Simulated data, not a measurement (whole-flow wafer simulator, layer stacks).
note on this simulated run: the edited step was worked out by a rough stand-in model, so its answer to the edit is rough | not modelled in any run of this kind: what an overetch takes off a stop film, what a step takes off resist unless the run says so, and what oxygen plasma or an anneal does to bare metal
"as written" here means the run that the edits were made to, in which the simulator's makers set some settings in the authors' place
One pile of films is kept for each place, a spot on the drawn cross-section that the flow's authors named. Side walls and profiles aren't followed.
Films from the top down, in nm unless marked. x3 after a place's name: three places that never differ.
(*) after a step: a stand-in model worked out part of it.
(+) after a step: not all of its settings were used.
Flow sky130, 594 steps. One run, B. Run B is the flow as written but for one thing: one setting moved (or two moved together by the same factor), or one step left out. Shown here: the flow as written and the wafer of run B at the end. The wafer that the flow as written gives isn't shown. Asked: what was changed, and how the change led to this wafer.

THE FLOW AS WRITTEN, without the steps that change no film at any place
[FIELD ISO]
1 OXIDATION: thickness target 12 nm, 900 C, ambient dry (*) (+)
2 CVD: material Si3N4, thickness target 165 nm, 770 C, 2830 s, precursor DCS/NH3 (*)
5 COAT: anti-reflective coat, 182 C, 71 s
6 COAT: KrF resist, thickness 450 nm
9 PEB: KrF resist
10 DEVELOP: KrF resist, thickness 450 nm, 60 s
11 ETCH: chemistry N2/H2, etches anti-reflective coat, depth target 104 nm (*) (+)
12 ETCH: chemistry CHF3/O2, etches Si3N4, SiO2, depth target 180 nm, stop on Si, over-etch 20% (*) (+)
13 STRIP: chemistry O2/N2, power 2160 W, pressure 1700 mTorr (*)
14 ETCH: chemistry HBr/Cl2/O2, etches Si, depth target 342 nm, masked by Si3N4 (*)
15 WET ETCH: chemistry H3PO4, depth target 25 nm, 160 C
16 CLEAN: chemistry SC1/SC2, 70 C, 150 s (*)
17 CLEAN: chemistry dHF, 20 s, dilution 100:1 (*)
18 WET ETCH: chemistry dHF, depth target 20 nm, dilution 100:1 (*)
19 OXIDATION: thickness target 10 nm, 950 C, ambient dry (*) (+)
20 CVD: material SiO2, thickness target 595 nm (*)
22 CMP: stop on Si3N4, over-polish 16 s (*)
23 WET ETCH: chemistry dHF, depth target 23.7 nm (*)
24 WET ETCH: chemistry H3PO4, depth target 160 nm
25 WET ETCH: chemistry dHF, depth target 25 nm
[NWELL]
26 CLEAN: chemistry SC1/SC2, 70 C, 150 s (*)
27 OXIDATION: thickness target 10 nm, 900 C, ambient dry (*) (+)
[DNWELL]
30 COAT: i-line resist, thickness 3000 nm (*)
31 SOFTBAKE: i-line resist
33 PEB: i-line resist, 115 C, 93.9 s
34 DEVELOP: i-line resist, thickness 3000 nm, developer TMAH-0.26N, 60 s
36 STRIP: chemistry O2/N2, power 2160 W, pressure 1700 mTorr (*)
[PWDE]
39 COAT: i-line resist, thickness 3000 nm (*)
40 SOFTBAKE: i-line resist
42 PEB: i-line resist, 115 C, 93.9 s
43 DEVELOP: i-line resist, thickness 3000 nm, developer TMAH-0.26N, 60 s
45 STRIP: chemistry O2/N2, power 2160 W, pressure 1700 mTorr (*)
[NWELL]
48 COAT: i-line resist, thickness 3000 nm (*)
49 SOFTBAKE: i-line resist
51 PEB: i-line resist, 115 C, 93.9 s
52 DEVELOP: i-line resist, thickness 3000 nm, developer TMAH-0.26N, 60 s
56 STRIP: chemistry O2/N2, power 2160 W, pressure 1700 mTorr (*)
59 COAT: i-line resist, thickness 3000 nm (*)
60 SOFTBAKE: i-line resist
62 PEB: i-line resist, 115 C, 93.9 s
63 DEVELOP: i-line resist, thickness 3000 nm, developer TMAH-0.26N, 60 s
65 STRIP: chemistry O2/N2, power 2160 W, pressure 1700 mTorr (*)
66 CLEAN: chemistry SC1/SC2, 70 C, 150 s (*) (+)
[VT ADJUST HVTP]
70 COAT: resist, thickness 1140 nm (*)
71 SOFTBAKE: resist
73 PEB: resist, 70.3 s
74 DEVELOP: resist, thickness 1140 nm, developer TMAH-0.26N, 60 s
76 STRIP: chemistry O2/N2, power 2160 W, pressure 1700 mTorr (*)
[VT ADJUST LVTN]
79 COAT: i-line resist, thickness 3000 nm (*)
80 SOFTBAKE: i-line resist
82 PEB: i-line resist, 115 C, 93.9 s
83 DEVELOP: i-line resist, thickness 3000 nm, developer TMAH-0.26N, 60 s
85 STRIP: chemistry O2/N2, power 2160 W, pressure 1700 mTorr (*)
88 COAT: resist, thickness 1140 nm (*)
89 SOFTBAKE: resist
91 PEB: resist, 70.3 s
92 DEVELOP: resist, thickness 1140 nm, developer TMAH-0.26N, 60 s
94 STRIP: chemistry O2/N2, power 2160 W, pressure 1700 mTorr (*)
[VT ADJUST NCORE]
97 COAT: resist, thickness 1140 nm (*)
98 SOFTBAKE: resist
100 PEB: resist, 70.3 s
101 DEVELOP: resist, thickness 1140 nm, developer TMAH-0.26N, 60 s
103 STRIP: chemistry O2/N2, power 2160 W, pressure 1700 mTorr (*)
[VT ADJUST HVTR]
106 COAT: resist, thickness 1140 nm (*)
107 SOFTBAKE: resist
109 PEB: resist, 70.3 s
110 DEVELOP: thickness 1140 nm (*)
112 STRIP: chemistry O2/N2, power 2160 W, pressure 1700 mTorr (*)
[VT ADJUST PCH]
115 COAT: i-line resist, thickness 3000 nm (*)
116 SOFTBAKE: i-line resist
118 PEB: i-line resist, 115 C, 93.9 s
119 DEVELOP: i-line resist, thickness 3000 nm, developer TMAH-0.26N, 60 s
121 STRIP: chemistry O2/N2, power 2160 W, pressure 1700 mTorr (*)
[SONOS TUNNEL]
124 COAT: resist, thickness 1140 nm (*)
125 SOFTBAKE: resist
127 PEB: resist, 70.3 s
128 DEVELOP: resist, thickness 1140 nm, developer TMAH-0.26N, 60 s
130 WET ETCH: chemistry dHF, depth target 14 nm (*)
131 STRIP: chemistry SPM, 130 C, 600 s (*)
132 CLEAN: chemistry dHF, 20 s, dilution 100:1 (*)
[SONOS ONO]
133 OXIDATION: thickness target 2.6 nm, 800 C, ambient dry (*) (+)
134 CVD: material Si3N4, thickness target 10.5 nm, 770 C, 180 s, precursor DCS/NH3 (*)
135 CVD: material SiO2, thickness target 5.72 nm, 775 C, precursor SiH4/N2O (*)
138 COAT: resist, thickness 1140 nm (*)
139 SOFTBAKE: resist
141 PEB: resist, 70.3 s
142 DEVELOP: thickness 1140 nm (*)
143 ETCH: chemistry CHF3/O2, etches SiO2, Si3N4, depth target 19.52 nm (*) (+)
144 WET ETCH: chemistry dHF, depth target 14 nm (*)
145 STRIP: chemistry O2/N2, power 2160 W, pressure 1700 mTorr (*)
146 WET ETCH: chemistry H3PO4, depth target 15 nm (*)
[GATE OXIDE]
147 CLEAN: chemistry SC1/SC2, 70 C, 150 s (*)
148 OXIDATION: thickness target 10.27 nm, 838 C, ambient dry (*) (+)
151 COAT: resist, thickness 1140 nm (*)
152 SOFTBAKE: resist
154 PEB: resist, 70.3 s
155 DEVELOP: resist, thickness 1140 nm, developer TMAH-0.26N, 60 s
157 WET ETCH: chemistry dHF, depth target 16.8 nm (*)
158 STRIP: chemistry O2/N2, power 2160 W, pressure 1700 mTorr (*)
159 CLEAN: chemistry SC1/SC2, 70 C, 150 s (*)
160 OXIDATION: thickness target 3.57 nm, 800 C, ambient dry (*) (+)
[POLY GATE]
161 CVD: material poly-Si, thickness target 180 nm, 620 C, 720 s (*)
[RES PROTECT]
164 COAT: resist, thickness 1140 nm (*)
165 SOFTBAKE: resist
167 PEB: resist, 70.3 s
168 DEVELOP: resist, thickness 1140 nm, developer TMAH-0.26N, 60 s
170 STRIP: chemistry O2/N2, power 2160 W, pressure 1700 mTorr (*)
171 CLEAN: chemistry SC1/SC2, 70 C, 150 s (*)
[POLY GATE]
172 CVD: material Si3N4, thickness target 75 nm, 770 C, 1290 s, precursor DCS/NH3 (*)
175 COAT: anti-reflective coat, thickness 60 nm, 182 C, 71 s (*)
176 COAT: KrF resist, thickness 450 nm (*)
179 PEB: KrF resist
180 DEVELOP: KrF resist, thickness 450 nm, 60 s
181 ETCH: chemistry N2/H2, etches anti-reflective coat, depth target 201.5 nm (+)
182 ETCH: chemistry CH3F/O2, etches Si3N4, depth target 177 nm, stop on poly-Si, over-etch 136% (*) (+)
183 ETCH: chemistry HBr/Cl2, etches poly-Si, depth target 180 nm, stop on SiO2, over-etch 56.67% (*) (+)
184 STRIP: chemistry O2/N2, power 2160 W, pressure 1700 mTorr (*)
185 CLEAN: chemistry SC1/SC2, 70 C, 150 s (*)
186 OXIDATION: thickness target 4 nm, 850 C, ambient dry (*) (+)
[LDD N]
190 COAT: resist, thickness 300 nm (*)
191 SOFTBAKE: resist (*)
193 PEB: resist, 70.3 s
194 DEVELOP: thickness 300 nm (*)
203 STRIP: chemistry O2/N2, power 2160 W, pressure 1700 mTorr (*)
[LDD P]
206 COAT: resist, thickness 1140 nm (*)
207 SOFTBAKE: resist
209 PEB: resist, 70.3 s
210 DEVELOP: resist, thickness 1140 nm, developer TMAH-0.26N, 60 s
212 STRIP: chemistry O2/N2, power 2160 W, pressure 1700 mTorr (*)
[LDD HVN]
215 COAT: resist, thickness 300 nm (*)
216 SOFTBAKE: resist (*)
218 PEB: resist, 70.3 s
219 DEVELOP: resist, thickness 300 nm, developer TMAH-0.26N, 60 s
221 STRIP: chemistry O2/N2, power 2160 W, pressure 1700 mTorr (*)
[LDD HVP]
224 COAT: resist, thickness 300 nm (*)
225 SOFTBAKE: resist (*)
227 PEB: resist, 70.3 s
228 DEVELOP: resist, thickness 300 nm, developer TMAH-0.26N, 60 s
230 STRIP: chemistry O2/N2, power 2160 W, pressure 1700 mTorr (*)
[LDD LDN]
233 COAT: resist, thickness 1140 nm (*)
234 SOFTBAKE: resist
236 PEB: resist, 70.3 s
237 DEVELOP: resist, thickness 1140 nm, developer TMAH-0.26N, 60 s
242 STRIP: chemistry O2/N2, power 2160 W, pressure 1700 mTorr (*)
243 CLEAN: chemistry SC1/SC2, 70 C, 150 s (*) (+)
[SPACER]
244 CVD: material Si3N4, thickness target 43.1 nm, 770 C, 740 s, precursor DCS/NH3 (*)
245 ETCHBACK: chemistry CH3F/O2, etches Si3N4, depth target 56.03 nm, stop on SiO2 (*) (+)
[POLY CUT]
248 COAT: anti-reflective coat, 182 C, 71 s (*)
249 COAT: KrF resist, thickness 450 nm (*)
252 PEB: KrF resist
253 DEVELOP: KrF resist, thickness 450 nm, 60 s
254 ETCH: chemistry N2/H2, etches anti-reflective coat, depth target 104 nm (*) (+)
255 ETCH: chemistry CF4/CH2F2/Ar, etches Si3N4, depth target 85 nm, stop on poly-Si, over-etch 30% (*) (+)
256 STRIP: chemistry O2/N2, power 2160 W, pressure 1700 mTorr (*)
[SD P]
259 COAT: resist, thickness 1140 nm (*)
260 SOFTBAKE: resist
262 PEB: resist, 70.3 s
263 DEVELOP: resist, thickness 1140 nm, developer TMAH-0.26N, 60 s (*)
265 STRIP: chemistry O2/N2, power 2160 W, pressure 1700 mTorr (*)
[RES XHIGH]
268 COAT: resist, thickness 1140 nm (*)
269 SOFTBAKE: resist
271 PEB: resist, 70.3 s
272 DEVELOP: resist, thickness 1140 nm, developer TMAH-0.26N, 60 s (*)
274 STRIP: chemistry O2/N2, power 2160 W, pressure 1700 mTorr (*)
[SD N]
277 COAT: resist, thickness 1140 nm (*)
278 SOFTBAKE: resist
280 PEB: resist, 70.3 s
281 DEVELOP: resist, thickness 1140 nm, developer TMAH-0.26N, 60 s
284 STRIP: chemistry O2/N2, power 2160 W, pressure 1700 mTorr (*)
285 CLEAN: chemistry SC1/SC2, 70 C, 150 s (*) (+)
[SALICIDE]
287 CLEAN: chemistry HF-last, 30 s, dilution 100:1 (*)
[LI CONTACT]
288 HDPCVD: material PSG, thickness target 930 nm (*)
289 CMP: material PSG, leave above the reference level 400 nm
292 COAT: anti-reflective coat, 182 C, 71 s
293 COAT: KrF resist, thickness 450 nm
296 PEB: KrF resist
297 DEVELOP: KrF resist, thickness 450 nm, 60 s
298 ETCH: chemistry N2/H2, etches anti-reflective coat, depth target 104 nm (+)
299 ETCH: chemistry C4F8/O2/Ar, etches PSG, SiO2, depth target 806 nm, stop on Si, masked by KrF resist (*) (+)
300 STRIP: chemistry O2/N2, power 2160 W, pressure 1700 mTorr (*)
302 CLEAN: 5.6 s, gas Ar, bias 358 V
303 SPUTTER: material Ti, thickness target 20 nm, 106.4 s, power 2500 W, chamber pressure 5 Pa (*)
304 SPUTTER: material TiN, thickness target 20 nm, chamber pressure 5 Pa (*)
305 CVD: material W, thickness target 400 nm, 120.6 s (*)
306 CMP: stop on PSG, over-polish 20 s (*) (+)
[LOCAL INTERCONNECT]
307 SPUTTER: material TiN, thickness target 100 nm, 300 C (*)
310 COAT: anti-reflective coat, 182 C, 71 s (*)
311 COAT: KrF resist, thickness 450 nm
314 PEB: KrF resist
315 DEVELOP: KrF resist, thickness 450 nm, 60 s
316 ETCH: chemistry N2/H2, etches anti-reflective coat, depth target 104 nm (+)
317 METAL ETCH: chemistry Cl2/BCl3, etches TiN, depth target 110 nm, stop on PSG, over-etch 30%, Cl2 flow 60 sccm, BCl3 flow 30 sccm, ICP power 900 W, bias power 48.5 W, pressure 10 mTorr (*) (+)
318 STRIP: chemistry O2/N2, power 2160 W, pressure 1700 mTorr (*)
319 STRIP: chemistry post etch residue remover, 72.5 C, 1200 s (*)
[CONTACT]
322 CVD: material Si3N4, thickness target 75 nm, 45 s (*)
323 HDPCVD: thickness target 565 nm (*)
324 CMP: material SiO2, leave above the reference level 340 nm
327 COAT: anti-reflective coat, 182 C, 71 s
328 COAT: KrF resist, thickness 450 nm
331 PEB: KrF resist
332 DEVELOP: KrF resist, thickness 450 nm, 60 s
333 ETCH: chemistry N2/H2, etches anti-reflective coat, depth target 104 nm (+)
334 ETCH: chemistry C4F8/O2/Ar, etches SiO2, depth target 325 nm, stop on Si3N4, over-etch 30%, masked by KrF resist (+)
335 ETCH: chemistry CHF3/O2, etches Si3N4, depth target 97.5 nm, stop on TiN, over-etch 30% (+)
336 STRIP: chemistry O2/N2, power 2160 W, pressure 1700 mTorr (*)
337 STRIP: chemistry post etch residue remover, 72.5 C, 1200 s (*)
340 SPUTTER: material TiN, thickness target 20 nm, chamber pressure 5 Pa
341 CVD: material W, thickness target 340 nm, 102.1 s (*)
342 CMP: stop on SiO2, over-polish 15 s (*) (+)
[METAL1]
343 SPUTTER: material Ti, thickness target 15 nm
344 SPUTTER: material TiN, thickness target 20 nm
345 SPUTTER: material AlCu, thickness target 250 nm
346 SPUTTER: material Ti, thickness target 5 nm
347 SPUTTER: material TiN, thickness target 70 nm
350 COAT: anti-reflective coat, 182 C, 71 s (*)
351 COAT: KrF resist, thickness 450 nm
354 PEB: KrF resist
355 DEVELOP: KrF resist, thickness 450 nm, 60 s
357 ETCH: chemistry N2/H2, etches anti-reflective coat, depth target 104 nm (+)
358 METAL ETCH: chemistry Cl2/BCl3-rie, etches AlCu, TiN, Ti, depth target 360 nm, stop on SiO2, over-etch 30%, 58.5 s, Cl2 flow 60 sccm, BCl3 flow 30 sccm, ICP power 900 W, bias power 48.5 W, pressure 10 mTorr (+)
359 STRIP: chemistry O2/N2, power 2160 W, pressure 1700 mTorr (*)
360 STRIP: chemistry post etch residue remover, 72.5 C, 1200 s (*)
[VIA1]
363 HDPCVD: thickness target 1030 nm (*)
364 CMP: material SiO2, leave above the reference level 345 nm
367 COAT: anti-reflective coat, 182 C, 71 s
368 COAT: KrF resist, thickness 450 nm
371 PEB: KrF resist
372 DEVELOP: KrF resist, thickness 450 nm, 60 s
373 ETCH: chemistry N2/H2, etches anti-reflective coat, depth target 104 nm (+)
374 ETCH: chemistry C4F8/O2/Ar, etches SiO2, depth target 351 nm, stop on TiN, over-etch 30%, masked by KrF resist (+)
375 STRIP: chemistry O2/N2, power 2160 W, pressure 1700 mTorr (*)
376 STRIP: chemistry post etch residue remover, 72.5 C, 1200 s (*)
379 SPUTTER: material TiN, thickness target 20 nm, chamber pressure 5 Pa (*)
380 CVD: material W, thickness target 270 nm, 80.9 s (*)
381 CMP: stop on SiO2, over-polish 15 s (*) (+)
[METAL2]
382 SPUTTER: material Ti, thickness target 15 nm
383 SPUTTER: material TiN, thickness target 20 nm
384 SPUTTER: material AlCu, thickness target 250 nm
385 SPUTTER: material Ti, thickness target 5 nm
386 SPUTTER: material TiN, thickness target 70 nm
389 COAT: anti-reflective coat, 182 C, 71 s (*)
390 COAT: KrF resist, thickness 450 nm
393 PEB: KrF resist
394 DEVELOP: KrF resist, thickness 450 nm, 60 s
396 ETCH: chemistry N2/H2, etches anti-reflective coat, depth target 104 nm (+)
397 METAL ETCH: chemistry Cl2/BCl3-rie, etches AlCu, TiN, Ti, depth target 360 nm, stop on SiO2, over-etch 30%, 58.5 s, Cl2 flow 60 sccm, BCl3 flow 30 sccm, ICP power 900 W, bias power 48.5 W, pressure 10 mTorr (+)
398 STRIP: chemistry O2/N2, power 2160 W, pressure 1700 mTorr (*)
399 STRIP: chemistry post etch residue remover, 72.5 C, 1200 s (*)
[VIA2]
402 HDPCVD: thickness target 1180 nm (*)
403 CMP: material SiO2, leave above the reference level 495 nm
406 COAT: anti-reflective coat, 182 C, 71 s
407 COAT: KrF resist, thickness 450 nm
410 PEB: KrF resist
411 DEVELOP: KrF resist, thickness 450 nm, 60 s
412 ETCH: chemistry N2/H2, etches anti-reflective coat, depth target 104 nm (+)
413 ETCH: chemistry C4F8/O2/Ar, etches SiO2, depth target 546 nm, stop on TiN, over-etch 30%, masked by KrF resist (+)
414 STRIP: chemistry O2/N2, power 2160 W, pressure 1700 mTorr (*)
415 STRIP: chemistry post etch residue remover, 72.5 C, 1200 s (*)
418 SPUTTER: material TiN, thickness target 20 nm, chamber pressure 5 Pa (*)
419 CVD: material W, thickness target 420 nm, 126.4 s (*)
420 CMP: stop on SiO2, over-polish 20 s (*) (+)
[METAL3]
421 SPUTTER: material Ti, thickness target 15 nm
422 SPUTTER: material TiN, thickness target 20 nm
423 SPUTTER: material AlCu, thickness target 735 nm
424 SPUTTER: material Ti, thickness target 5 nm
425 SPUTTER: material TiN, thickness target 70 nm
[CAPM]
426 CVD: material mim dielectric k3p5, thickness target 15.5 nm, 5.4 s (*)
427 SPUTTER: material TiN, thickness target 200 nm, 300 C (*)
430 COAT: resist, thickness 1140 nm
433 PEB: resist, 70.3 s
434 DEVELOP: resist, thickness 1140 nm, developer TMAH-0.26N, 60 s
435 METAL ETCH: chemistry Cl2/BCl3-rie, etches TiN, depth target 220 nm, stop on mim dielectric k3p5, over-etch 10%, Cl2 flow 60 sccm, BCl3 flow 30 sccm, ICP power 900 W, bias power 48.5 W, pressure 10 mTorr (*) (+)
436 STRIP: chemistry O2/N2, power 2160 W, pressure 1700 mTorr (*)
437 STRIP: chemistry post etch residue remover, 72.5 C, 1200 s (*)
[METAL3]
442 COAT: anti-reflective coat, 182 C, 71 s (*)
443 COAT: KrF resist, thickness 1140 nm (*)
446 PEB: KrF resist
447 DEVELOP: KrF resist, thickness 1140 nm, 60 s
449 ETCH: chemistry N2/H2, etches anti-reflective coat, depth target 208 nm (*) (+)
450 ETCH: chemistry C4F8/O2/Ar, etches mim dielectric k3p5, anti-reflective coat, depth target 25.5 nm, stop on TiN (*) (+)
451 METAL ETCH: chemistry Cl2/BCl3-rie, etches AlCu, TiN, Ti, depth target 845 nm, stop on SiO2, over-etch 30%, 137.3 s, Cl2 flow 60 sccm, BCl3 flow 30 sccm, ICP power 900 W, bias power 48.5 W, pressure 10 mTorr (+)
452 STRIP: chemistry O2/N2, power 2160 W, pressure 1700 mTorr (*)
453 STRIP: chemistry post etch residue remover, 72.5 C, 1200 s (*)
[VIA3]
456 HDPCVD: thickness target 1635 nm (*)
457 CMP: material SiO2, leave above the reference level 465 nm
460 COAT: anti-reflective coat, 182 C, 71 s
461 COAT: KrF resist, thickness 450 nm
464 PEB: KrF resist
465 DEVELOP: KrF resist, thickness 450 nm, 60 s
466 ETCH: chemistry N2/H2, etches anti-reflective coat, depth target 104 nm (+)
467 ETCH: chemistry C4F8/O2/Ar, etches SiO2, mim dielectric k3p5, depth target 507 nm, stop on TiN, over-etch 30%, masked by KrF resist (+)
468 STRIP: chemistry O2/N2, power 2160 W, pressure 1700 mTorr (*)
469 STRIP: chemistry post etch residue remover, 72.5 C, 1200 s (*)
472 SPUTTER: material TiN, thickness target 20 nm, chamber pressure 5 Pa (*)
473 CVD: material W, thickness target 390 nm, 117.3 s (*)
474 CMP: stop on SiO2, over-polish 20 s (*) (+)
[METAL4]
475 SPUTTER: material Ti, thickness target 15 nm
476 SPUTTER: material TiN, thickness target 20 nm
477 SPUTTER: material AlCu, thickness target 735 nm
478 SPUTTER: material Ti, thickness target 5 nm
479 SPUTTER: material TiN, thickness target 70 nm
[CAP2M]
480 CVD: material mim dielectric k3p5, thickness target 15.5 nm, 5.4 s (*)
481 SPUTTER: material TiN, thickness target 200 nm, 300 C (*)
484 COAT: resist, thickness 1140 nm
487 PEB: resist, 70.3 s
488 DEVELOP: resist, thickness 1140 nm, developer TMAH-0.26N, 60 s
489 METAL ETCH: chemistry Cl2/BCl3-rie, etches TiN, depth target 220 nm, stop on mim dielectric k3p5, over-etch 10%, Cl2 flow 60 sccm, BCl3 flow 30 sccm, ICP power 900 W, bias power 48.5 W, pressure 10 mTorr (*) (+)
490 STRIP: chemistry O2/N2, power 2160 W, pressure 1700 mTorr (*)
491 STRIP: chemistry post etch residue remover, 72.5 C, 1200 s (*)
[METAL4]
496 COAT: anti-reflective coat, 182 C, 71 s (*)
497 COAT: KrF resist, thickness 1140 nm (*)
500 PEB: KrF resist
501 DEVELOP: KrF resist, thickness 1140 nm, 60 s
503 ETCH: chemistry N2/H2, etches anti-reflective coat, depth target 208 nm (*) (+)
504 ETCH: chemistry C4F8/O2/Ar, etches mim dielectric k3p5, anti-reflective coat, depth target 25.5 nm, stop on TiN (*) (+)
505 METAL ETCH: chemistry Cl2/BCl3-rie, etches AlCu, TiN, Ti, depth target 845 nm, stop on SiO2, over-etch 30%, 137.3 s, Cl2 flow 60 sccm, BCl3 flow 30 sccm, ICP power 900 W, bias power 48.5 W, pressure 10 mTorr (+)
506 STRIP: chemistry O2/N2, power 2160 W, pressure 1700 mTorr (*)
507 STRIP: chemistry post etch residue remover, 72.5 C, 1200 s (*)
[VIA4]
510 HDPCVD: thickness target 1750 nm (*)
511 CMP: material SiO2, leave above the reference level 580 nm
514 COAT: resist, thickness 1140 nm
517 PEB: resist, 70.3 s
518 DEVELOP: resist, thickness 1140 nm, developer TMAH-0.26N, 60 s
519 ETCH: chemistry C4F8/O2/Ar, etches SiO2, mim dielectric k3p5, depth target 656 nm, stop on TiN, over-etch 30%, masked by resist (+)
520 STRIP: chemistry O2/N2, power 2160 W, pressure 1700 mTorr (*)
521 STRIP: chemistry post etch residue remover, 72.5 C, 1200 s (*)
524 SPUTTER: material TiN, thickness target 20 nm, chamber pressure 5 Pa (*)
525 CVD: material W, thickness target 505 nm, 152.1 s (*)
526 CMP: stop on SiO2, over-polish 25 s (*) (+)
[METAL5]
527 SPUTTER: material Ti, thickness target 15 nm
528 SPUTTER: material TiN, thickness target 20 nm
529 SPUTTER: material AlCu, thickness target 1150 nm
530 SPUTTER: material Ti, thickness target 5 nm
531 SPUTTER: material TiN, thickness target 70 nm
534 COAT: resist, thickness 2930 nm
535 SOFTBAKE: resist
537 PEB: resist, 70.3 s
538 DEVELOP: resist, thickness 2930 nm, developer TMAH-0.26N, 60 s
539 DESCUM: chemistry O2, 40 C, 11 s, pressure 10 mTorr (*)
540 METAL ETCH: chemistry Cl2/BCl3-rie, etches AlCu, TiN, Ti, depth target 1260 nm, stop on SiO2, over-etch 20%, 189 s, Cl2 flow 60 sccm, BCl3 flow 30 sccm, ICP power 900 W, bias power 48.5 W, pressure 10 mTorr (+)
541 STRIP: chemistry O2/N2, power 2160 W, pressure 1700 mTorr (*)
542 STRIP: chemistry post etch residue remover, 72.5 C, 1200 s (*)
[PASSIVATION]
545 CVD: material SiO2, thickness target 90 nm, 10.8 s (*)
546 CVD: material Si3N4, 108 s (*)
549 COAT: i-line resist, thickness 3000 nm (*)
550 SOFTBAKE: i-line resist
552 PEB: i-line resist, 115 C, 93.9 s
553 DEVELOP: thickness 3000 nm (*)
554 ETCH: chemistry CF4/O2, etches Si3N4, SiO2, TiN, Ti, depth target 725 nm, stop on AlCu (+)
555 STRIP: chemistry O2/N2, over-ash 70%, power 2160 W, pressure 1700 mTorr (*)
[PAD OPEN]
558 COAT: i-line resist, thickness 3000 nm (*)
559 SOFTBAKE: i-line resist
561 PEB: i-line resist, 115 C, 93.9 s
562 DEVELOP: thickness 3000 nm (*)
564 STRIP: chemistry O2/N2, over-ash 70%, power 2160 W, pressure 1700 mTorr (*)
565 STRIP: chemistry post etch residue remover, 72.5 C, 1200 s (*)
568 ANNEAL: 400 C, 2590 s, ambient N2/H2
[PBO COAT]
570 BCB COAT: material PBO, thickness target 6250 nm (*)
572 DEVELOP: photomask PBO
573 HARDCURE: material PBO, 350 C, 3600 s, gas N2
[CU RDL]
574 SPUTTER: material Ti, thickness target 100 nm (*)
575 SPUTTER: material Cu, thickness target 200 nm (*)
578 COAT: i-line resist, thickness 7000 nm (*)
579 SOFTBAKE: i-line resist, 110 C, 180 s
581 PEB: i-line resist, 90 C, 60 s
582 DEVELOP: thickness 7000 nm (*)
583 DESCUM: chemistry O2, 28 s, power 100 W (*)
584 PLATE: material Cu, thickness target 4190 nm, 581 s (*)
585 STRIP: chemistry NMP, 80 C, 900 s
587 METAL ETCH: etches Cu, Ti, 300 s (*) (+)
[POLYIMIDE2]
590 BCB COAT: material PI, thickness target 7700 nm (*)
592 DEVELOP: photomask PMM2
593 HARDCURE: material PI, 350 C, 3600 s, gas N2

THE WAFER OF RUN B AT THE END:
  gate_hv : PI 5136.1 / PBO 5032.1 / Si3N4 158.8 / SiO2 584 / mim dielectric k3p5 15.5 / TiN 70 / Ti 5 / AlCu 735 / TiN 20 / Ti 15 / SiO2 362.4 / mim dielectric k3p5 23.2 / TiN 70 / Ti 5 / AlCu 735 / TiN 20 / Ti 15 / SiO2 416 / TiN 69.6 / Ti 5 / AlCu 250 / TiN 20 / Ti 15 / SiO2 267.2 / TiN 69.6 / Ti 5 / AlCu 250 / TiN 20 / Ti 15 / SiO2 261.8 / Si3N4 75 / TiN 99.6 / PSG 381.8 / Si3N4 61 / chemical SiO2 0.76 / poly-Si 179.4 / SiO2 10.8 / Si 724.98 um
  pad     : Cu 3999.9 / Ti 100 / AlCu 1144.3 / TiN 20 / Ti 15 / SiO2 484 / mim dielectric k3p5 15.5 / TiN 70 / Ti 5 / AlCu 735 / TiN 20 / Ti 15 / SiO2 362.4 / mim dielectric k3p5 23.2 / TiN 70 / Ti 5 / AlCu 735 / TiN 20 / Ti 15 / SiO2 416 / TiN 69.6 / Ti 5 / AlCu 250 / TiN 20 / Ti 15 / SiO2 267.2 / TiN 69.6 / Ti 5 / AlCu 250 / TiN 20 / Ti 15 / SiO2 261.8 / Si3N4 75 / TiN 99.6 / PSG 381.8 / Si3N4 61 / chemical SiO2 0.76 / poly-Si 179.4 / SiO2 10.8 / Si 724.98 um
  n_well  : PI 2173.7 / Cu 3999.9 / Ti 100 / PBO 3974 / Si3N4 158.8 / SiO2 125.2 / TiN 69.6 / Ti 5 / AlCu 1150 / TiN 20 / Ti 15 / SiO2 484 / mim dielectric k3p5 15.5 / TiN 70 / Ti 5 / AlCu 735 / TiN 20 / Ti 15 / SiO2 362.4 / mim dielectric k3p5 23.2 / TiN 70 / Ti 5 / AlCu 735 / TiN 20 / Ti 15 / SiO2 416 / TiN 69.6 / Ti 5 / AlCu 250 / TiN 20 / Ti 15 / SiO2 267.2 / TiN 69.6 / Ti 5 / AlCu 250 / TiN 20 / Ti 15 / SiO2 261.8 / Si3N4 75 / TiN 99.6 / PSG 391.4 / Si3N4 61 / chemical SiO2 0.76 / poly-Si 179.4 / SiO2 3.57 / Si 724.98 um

The cause: step 426, CVD: thickness target 23.2 nm was run, where the flow has thickness target 15.5 nm; step 426, CVD: 8.1 s was run, where the flow has 5.4 s.
It can be read off the wafer: gate_hv has mim dielectric k3p5 23.2, and step 426 as written asks for 15.5 nm.

How the change led to this, step by step:
  426 CVD: material mim dielectric k3p5, thickness target 15.5 nm, 5.4 s (*)
      field, active, n_well and 188 more: mim dielectric k3p5 +23.2 (new film) (as written it would be: mim dielectric k3p5 +15.5 (new film))
  450 ETCH: chemistry C4F8/O2/Ar, etches mim dielectric k3p5, anti-reflective coat, depth target 25.5 nm, stop on TiN (*) (+)
      n_well, p_well, gate_hv and 104 more: KrF resist -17 (as written it would be: KrF resist -15.5)
      field, active, gate and 82 more: mim dielectric k3p5 -23.2 (all of it) (as written it would be: mim dielectric k3p5 -15.5 (all of it))
  467 ETCH: chemistry C4F8/O2/Ar, etches SiO2, mim dielectric k3p5, depth target 507 nm, stop on TiN, over-etch 30%, masked by KrF resist (+)
      m1: SiO2 -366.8 (all of it), mim dielectric k3p5 -23.2 (all of it) (as written it would be: SiO2 -374.5 (all of it), mim dielectric k3p5 -15.5 (all of it))
      via3_hole: SiO2 -366.2 (all of it), mim dielectric k3p5 -23.2 (all of it) (as written it would be: SiO2 -373.9 (all of it), mim dielectric k3p5 -15.5 (all of it))
